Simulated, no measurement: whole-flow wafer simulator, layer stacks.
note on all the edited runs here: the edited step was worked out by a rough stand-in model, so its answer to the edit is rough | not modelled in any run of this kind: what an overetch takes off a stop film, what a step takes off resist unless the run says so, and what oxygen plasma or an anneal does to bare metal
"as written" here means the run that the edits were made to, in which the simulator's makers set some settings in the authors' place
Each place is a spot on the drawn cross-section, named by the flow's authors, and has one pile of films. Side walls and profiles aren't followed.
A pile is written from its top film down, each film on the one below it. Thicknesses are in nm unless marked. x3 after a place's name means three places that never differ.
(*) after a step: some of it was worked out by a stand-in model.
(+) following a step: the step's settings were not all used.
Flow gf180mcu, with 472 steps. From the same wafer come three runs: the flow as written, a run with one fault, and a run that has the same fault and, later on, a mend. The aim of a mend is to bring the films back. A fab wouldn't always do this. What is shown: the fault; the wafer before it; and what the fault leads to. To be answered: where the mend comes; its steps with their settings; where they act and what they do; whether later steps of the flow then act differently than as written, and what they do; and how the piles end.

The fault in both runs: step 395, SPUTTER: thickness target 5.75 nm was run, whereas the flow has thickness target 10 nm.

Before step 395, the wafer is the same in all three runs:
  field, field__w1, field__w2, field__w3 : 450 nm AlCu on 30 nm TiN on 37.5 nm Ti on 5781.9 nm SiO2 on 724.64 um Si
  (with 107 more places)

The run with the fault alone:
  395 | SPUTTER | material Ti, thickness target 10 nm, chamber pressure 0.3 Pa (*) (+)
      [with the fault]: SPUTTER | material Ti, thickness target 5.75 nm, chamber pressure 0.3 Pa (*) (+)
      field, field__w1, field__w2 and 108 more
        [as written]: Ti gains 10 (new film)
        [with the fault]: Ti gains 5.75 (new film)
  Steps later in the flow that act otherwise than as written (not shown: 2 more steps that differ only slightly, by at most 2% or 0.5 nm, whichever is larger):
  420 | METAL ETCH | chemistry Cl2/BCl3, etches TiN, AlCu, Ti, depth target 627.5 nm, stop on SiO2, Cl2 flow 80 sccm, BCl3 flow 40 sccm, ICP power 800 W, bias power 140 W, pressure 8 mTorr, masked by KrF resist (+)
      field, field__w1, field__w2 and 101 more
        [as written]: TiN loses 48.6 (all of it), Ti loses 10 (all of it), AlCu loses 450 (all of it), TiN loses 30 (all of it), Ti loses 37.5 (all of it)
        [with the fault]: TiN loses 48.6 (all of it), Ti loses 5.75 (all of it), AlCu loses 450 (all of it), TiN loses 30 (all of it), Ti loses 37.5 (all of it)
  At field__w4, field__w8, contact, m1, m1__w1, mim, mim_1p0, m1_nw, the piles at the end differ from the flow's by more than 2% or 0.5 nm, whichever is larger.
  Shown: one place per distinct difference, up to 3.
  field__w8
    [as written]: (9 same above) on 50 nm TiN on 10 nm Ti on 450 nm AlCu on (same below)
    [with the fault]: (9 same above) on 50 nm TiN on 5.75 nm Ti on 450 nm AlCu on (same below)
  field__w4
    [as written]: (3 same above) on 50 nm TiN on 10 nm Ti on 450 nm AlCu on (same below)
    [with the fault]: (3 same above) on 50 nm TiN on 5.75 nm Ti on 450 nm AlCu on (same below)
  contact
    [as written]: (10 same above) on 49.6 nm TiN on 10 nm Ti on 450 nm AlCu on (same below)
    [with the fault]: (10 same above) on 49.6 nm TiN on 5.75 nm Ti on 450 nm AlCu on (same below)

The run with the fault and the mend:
  After step 395 comes the mend.
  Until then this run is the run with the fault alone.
  395a | SPUTTER | material Ti, thickness target 4.25 nm, chamber pressure 0.3 Pa (*) (+) (the flow's step 395, run once more with other settings)
      field, field__w1, field__w2 and 108 more
        Ti gains 4.25
  Later steps of the flow that are run all act as written at every place that is followed.
  By the end, the piles equal the flow's at every place that both follow.
